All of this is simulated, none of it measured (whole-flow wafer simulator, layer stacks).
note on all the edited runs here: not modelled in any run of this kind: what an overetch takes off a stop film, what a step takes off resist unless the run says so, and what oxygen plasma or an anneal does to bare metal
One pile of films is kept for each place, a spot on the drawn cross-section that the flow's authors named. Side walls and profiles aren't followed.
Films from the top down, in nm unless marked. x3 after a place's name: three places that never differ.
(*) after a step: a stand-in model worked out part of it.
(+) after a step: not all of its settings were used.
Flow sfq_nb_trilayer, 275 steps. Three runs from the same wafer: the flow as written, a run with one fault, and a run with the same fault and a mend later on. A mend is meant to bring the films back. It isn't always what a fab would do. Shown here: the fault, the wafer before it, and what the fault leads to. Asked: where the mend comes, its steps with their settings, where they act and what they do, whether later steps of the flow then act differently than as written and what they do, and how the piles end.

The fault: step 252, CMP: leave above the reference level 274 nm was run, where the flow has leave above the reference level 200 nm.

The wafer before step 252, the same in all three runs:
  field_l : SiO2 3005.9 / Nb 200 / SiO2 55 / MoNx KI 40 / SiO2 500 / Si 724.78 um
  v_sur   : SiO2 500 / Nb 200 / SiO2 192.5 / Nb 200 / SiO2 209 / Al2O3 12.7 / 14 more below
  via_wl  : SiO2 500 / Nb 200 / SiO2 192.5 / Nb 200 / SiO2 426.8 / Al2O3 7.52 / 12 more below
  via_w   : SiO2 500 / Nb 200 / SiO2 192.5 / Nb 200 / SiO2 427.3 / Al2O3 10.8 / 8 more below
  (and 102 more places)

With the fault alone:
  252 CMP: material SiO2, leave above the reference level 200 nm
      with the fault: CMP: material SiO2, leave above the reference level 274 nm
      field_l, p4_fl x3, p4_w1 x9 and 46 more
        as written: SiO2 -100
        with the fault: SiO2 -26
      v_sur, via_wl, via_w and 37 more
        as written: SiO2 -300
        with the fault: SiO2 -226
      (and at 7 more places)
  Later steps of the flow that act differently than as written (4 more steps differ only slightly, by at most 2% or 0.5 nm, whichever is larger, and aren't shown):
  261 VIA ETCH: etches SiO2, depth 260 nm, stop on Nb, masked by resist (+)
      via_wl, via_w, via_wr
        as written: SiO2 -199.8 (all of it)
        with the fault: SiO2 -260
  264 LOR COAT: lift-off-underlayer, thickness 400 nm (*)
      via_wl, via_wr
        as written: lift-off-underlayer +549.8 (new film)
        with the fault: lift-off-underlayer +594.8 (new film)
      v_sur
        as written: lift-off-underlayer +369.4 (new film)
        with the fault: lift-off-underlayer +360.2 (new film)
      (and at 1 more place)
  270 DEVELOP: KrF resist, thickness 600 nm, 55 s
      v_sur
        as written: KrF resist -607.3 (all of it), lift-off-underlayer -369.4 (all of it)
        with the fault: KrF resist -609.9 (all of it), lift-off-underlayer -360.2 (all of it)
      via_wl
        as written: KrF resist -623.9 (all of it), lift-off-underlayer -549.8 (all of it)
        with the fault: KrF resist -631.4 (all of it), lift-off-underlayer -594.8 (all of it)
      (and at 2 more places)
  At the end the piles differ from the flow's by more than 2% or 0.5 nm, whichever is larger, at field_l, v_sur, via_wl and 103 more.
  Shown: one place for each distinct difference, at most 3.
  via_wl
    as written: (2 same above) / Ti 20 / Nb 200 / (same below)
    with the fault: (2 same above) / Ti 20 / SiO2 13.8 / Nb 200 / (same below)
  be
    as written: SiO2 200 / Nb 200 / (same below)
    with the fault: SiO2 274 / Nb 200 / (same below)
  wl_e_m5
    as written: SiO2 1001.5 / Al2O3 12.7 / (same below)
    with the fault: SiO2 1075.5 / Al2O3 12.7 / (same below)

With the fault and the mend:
  The mend comes after step 259.
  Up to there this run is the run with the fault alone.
  259a STRIP: over-ash 65%, gas O2, power 200 W (*)
      field_l, v_sur, via_sp and 100 more
        KrF resist -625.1 (all of it), anti-reflective coat -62 (all of it)
      via_wl, via_w, via_wr
        anti-reflective coat -62 (all of it)
  259b CMP: material SiO2, leave above the reference level 200 nm (the flow's step 252 once more)
      field_l, v_sur, via_wl and 103 more
        SiO2 -74
  259c COAT: anti-reflective coat, thickness 62 nm (the flow's step 254 once more)
      field_l, v_sur, via_wl and 103 more
        anti-reflective coat +62 (new film)
  259d COAT: KrF resist, thickness 650 nm (the flow's step 255 once more)
      field_l, v_sur, via_wl and 103 more
        KrF resist +650 (new film)
  259e SOFTBAKE: KrF resist (the flow's step 256 once more)
      changes no film at any place that is followed
  259f EXPOSE: photomask I7, dose 11.93 mJ/cm2, NA 0.6, wavelength 248 nm (*) (the flow's step 257 once more)
      changes no film at any place that is followed
  259g PEB: KrF resist, 90 s (the flow's step 258 once more)
      field_l, v_sur, via_wl and 103 more
        KrF resist -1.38
  259h DEVELOP: KrF resist, thickness 650 nm, 60 s (the flow's step 259 once more)
      field_l, v_sur, via_sp and 100 more
        KrF resist -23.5
      via_wl, via_w, via_wr
        KrF resist -648.6 (all of it)
  No later step of the flow acts differently than as written at any place that is followed.
  At the end the piles are the same as the flow's at every place that both follow.
